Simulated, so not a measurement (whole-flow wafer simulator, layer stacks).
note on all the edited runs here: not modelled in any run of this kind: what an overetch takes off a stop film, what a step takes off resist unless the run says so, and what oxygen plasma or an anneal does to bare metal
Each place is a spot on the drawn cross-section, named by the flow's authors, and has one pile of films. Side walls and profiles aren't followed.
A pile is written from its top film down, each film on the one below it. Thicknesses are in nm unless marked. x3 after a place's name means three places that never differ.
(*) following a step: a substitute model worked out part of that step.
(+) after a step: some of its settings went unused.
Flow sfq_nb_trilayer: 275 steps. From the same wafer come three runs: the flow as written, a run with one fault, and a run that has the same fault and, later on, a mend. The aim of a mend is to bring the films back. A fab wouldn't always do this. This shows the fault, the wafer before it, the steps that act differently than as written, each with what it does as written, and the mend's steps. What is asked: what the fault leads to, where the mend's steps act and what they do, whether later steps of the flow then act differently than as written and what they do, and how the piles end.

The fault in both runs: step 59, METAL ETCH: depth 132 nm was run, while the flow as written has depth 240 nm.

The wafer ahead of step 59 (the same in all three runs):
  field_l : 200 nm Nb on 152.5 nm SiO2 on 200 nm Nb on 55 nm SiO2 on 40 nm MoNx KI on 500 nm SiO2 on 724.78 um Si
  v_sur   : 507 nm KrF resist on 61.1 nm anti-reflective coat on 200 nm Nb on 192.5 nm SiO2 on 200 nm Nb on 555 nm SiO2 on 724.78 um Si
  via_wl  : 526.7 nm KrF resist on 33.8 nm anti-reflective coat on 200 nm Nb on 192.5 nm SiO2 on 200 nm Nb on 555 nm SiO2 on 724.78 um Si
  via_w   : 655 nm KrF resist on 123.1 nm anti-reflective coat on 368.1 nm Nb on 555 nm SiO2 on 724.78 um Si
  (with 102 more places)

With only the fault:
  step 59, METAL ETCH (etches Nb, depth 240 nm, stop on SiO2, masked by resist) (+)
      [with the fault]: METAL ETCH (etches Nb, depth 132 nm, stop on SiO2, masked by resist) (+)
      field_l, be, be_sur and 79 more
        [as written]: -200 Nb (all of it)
        [with the fault]: -132 Nb
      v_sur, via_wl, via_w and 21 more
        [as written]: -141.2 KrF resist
        [with the fault]: -77.6 KrF resist
  Later steps of the flow acting differently than as written:
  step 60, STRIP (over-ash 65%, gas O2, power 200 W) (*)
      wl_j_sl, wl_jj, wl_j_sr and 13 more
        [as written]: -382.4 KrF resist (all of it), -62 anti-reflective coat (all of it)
        [with the fault]: -445.9 KrF resist (all of it), -62 anti-reflective coat (all of it)
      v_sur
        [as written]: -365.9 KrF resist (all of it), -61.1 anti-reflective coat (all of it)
        [with the fault]: -429.4 KrF resist (all of it), -61.1 anti-reflective coat (all of it)
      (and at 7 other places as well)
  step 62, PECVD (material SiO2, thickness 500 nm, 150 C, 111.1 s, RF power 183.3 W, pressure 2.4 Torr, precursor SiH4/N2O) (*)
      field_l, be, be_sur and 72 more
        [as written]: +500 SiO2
        [with the fault]: +500 SiO2 (new film)
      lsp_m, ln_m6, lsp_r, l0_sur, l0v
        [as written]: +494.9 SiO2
        [with the fault]: +500 SiO2 (new film)
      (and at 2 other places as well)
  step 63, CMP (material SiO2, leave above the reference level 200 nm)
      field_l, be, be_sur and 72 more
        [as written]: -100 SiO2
        [with the fault]: -168 SiO2
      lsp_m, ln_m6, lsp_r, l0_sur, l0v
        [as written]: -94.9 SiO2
        [with the fault]: -168 SiO2
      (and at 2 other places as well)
  At field_l, be, be_sur and 79 more, the piles at the end differ from the flow's by more than 2% or 0.5 nm, whichever is larger.
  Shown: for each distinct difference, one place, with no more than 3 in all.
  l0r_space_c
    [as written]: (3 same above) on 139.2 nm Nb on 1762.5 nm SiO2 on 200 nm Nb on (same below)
    [with the fault]: (3 same above) on 139.2 nm Nb on 1502 nm SiO2 on 68 nm Nb on 192.5 nm SiO2 on 200 nm Nb on (same below)
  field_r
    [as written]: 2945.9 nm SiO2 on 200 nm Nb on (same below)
    [with the fault]: 2685.4 nm SiO2 on 68 nm Nb on 192.5 nm SiO2 on 200 nm Nb on (same below)
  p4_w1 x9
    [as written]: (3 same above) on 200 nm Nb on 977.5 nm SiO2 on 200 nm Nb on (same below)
    [with the fault]: (3 same above) on 200 nm Nb on 717 nm SiO2 on 68 nm Nb on 192.5 nm SiO2 on 200 nm Nb on (same below)

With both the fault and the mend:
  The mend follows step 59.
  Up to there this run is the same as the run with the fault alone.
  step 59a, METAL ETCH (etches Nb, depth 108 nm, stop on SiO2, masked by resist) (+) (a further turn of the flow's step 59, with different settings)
      field_l, be, be_sur and 79 more
        -68 Nb (all of it)
      v_sur, via_wl, via_w and 21 more
        -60 KrF resist
  Every later step of the flow that is run acts as written, at every place that is followed, to within 2% or 0.5 nm, whichever is larger.
  The piles end the same as the flow's at every place that both follow.
